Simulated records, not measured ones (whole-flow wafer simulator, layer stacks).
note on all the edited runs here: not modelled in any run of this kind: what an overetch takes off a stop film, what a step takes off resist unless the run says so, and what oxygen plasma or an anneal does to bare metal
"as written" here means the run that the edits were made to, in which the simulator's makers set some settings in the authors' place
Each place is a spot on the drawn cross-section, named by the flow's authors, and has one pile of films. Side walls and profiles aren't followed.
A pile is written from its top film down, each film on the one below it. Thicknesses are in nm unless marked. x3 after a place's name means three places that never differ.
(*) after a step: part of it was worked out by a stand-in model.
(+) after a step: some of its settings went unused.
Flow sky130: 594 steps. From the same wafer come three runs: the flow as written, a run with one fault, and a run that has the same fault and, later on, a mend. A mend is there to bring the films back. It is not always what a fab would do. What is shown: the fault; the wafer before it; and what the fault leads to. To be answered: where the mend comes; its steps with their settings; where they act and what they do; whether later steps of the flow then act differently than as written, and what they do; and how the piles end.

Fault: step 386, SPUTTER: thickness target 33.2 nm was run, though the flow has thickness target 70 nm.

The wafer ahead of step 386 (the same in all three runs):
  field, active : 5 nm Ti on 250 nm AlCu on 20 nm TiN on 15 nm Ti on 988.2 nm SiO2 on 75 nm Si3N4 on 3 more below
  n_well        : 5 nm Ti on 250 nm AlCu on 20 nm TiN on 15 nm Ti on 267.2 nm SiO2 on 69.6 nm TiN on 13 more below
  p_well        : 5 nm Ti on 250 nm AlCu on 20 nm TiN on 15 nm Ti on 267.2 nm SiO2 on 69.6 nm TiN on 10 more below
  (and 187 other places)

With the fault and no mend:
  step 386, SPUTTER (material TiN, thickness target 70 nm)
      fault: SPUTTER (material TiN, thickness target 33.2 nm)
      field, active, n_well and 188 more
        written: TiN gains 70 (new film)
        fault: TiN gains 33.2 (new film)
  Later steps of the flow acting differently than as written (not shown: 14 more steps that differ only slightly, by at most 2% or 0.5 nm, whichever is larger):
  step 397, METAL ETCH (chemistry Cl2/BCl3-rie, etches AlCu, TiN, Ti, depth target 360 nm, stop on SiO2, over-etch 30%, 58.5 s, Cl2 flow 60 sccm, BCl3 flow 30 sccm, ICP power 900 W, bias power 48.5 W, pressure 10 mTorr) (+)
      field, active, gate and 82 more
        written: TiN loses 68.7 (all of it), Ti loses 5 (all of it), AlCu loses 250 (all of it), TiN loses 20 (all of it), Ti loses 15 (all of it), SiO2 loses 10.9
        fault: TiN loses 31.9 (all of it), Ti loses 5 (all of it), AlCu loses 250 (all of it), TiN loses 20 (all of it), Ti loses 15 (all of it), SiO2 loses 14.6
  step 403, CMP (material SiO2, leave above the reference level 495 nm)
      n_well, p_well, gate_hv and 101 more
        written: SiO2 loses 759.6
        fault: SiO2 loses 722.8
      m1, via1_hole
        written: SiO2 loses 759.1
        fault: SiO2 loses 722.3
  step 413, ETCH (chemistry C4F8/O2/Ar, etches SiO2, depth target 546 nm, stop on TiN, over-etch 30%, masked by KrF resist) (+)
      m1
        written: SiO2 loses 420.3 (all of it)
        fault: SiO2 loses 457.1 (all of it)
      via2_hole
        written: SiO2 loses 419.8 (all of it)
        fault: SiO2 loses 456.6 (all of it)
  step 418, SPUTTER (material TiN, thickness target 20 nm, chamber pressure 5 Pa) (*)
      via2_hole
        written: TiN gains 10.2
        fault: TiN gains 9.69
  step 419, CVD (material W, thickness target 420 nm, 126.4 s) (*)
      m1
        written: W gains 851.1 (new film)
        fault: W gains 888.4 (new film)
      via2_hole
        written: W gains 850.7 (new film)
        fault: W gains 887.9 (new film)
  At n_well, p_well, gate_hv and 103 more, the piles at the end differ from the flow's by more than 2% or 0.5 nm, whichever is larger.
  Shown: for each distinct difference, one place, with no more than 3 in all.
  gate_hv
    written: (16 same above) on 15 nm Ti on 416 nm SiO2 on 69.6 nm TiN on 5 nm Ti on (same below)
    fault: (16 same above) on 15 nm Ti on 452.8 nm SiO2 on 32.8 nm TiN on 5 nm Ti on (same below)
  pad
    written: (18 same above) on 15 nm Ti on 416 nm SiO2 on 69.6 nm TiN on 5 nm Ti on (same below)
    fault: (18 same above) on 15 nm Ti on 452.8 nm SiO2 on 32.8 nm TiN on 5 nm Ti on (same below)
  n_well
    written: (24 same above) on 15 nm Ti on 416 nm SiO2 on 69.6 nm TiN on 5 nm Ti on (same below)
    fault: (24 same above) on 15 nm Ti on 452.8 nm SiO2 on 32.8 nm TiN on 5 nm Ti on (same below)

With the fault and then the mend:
  After step 386 comes the mend.
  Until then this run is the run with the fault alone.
  step 386a, SPUTTER (material TiN, thickness target 36.8 nm) (the flow's step 386, run once more with other settings)
      field, active, n_well and 188 more
        TiN gains 36.8
  Every later step of the flow that is run acts as written at every place that is followed.
  The piles end the same as the flow's at every place that both follow.
